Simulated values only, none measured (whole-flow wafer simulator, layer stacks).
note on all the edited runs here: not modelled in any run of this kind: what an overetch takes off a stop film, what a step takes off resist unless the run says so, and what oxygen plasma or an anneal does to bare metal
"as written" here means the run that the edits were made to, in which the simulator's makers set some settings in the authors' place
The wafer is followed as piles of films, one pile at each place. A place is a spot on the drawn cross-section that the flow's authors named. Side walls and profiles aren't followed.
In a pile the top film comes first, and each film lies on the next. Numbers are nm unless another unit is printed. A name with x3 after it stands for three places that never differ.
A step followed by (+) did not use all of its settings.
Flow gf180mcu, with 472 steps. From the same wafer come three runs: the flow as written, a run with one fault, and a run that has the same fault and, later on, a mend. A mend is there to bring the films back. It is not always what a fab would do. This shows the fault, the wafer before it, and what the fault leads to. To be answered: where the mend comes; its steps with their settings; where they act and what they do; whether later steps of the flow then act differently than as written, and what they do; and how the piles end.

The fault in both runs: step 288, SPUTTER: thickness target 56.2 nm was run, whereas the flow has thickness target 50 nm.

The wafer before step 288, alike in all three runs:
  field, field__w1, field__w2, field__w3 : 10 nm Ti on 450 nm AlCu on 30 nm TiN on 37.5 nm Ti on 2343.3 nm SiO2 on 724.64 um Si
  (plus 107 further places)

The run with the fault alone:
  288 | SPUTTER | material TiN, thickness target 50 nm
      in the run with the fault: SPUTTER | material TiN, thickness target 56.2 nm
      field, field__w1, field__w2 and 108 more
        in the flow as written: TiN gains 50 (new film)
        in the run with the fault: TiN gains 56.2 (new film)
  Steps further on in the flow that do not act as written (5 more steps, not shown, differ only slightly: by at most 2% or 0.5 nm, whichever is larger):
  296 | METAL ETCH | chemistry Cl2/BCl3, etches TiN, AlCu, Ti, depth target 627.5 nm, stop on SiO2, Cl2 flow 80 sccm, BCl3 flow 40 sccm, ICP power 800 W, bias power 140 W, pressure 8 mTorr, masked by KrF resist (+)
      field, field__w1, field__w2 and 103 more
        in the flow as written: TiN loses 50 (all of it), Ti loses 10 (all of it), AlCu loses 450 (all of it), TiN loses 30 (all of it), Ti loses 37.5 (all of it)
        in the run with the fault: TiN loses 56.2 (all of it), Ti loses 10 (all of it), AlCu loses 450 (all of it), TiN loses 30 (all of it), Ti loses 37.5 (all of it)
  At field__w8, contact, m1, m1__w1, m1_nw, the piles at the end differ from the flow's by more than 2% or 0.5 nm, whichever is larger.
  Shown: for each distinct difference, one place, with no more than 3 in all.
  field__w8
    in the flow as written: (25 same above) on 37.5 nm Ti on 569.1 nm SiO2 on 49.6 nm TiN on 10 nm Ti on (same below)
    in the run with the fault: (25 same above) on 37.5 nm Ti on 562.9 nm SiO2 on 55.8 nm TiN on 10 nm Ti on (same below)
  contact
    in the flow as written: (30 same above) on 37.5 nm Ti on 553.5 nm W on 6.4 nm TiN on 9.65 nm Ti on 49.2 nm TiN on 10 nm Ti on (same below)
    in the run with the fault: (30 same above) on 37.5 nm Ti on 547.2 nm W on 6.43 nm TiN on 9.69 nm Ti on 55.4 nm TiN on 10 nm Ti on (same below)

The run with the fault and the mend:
  After step 288 comes the mend.
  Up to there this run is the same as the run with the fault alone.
  288a | METAL ETCH | chemistry Cl2/BCl3, etches TiN, AlCu, Ti, depth target 6.2 nm, Cl2 flow 80 sccm, BCl3 flow 40 sccm, ICP power 800 W, bias power 140 W, pressure 8 mTorr (the flow's step 260, run once more with other settings)
      field, field__w1, field__w2 and 108 more
        TiN loses 6.2
  None of the later steps of the flow acts differently than as written at any place that is followed.
  By the end, the piles equal the flow's at every place that both follow.
